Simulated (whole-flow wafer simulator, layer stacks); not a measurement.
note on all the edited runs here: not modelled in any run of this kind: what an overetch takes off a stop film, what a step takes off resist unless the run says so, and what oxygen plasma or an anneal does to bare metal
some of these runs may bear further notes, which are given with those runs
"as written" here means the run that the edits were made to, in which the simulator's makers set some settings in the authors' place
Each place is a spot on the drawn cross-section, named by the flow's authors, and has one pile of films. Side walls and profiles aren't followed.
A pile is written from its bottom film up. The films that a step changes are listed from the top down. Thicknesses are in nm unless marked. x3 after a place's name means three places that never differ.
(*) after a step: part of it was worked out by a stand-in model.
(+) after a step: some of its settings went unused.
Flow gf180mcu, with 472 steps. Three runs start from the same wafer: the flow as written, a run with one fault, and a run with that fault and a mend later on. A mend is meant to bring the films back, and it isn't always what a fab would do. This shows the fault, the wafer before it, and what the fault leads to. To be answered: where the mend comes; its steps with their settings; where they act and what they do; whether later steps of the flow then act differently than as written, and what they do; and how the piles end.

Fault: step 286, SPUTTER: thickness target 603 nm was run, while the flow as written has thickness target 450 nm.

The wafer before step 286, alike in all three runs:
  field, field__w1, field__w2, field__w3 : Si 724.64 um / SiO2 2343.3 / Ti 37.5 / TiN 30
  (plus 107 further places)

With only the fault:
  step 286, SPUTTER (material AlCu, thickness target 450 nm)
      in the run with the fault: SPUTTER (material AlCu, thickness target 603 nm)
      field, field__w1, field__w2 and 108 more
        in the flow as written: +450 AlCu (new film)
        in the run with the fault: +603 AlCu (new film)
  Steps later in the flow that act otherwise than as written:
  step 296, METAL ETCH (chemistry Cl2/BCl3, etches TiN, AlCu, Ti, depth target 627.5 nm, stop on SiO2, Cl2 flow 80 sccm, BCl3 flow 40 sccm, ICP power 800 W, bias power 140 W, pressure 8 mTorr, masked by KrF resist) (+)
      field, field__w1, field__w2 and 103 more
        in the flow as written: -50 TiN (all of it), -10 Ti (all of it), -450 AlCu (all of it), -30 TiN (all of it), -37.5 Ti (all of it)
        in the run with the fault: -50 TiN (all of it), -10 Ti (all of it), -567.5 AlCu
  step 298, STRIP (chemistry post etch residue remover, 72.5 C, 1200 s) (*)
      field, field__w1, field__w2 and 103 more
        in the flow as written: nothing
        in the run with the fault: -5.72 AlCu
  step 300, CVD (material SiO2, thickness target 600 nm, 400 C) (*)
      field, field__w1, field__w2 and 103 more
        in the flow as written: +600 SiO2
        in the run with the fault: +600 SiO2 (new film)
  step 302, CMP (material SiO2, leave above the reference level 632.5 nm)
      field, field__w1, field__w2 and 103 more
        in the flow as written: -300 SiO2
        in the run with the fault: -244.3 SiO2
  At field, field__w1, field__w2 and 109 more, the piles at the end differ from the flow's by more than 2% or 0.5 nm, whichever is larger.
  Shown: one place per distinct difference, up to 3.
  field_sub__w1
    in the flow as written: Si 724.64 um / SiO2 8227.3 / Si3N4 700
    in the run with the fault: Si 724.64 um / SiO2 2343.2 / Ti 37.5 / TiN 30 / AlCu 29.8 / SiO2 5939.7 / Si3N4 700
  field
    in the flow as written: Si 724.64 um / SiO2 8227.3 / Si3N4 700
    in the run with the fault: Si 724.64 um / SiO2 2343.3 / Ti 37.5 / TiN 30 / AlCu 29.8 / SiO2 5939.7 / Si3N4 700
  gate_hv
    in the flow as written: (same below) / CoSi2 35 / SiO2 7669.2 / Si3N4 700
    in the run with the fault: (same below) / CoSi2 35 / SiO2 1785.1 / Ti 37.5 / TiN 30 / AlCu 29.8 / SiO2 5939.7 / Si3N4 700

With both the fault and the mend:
  The mend follows step 286.
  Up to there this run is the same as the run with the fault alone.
  step 286a, METAL ETCH (chemistry Cl2/BCl3, etches TiN, AlCu, Ti, depth target 153 nm, Cl2 flow 80 sccm, BCl3 flow 40 sccm, ICP power 800 W, bias power 140 W, pressure 8 mTorr) (a further turn of the flow's step 260, with different settings)
      field, field__w1, field__w2 and 108 more
        -153 AlCu
  None of the later steps of the flow acts differently than as written at any place that is followed.
  At every place that both follow, the piles at the end match the flow's.
